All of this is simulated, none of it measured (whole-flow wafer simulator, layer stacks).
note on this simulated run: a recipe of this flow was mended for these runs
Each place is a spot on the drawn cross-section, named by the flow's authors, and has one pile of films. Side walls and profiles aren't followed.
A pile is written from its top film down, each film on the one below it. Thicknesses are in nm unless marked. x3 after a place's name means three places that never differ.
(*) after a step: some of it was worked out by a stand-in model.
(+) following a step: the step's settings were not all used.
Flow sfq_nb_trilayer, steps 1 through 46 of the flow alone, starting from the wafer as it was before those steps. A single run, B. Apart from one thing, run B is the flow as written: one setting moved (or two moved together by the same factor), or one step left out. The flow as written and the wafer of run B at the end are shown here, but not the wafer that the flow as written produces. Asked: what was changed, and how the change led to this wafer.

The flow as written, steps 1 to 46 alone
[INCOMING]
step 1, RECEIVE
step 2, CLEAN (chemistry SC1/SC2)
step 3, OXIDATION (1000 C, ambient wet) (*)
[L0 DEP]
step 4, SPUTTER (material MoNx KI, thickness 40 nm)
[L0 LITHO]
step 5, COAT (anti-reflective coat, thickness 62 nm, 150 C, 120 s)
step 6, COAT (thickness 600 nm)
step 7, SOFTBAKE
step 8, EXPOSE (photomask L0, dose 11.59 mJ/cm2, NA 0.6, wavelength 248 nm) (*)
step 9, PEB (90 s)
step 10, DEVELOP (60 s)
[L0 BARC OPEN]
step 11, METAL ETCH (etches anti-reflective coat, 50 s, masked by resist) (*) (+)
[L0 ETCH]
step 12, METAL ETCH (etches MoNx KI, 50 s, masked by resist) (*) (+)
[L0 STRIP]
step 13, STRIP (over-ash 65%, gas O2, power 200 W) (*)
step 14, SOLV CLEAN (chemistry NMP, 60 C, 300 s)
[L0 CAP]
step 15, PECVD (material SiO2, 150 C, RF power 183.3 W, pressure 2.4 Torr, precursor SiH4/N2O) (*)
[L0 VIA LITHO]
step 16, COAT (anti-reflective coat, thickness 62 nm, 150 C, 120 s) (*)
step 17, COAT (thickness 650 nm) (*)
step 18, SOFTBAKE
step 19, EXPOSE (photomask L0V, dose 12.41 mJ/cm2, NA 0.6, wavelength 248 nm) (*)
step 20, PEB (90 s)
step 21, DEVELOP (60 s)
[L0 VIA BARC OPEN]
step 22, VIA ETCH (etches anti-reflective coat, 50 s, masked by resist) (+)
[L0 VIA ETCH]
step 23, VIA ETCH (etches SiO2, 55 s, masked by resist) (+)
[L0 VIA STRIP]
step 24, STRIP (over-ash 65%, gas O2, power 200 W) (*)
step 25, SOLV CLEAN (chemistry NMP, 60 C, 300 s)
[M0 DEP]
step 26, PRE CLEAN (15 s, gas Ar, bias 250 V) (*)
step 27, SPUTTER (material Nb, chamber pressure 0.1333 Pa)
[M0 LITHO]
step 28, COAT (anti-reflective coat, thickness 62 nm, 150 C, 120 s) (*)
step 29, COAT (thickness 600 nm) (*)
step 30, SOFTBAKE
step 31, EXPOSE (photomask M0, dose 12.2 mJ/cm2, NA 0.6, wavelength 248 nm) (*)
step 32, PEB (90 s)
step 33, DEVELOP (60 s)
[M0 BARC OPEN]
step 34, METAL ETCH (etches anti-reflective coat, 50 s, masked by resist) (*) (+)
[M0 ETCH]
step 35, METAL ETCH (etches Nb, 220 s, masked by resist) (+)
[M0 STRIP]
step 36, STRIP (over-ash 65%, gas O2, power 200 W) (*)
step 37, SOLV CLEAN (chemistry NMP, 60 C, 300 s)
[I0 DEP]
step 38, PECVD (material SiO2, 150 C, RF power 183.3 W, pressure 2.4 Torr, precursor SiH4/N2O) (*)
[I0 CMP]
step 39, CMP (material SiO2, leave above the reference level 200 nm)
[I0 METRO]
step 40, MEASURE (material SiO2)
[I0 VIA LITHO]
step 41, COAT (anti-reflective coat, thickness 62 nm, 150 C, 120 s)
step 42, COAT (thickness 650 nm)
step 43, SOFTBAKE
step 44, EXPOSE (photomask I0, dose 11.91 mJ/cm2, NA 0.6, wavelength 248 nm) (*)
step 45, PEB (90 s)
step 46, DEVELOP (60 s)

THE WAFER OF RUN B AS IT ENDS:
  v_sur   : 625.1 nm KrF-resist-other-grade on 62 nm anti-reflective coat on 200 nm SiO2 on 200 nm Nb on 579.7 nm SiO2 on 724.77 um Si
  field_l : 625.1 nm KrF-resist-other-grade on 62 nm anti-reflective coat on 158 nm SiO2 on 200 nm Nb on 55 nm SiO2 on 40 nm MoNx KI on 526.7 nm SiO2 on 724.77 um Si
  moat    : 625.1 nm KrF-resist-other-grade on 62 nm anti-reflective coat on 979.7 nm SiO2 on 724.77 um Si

What caused this: step 3, OXIDATION: 1008 C was run, though the flow has 1000 C.

The path from the change to this, step by step:
  step 3, OXIDATION (1000 C, ambient wet) (*)
      field_l, v_sur, via_wl and 103 more: +526.7 SiO2 (new film), -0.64 chemical SiO2 (all of it), -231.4 Si (it would be, as written: +500 SiO2 (new film), -0.64 chemical SiO2 (all of it), -219.7 Si)
